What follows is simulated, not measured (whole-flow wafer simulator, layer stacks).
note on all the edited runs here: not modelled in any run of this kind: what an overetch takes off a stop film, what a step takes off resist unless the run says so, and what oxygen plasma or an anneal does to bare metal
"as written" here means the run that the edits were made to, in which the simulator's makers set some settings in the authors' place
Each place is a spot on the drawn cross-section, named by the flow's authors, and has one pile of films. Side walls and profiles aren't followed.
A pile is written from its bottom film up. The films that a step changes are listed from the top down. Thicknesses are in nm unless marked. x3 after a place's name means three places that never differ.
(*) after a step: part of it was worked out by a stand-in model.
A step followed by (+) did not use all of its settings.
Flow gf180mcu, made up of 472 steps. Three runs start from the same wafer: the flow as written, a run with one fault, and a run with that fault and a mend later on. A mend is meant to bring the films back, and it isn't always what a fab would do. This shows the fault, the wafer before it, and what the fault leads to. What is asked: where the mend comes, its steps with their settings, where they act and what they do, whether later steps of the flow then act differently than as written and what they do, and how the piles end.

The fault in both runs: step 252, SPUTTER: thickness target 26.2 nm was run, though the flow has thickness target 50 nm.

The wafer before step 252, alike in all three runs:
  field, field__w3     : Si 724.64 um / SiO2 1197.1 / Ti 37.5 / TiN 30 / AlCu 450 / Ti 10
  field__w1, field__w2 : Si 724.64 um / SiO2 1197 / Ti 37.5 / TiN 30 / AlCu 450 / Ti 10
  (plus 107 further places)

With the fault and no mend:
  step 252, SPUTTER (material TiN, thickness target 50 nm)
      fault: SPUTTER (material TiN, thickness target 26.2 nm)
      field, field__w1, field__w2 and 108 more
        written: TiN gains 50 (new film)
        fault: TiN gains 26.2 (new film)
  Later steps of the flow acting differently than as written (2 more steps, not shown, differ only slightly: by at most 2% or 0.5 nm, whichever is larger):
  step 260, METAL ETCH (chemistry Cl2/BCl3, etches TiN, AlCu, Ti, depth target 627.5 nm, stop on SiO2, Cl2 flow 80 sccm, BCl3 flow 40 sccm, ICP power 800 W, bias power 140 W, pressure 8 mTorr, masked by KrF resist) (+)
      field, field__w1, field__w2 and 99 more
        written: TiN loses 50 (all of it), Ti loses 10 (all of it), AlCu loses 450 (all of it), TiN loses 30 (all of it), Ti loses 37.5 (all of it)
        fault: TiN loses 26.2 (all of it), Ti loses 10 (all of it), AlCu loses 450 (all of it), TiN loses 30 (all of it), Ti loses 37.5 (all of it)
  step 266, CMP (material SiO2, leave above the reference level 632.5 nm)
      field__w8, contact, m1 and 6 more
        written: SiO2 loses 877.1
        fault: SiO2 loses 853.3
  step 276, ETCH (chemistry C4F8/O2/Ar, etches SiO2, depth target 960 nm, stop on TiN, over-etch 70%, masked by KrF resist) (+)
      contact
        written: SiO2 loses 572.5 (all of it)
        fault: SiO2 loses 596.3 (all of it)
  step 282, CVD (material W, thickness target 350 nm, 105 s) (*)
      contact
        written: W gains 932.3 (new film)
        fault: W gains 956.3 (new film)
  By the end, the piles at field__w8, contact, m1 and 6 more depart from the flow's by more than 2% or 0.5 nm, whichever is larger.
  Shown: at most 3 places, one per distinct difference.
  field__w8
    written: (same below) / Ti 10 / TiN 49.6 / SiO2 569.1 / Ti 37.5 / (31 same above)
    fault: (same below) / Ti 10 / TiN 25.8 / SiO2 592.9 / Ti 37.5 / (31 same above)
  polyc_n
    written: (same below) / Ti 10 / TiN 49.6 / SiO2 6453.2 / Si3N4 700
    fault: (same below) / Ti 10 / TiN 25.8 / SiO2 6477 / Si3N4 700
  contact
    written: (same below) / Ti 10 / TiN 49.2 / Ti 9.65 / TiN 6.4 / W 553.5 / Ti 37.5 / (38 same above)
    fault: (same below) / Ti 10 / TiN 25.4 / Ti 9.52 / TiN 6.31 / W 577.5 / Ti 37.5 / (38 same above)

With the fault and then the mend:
  The mend follows step 252.
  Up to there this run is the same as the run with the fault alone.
  step 252a, SPUTTER (material TiN, thickness target 23.8 nm) (a further turn of the flow's step 252, with different settings)
      field, field__w1, field__w2 and 108 more
        TiN gains 23.8
  Later steps of the flow that are run all act as written at every place that is followed.
  The piles end the same as the flow's at every place that both follow.
